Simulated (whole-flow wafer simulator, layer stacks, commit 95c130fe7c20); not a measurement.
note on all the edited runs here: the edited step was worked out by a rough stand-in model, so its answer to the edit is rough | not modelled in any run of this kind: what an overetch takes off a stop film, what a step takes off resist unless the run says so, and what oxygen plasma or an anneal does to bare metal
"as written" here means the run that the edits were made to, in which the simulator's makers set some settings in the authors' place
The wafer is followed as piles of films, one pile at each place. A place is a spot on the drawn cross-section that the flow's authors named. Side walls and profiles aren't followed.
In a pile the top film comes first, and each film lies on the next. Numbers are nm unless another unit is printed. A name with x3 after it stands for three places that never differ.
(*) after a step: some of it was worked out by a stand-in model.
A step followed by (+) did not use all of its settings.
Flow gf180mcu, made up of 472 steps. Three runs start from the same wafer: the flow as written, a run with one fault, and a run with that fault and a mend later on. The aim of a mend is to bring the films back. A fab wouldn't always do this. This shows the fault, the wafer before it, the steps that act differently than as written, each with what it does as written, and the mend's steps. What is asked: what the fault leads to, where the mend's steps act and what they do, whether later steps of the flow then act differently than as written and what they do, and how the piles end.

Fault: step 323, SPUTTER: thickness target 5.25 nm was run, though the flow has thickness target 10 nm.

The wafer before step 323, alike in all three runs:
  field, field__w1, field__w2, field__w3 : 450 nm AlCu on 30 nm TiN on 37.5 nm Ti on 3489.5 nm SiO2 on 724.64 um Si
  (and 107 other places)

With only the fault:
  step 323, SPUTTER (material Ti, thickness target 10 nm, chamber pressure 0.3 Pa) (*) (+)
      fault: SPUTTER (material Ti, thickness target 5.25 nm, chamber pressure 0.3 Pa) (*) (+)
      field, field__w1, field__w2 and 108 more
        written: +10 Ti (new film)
        fault: +5.25 Ti (new film)
  Later steps of the flow acting differently than as written (not shown: 5 more steps that differ only slightly, by at most 2% or 0.5 nm, whichever is larger):
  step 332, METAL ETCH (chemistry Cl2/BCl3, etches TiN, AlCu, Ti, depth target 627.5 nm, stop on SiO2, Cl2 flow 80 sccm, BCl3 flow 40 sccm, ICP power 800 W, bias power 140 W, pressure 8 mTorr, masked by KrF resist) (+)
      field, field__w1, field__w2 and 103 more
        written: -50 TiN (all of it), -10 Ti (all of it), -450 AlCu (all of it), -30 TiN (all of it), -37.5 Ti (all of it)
        fault: -50 TiN (all of it), -5.25 Ti (all of it), -450 AlCu (all of it), -30 TiN (all of it), -37.5 Ti (all of it)
  The piles end different from the flow's at field__w8, contact, m1, m1__w1, m1_nw by more than 2% or 0.5 nm, whichever is larger.
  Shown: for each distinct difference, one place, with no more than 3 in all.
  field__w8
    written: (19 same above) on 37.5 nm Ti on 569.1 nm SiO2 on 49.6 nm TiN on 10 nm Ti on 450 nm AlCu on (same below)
    fault: (19 same above) on 37.5 nm Ti on 573.9 nm SiO2 on 49.6 nm TiN on 5.25 nm Ti on 450 nm AlCu on (same below)
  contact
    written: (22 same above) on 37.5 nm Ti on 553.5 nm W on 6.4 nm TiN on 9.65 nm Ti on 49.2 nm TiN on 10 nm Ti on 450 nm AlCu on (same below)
    fault: (22 same above) on 37.5 nm Ti on 558.3 nm W on 6.39 nm TiN on 9.63 nm Ti on 49.2 nm TiN on 5.25 nm Ti on 450 nm AlCu on (same below)

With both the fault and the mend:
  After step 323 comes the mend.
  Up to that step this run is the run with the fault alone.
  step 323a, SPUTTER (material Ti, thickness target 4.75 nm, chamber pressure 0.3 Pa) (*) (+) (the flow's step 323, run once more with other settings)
      field, field__w1, field__w2 and 108 more
        +4.75 Ti
  Later steps of the flow that are run all act as written at every place that is followed.
  At every place that both follow, the piles at the end match the flow's.
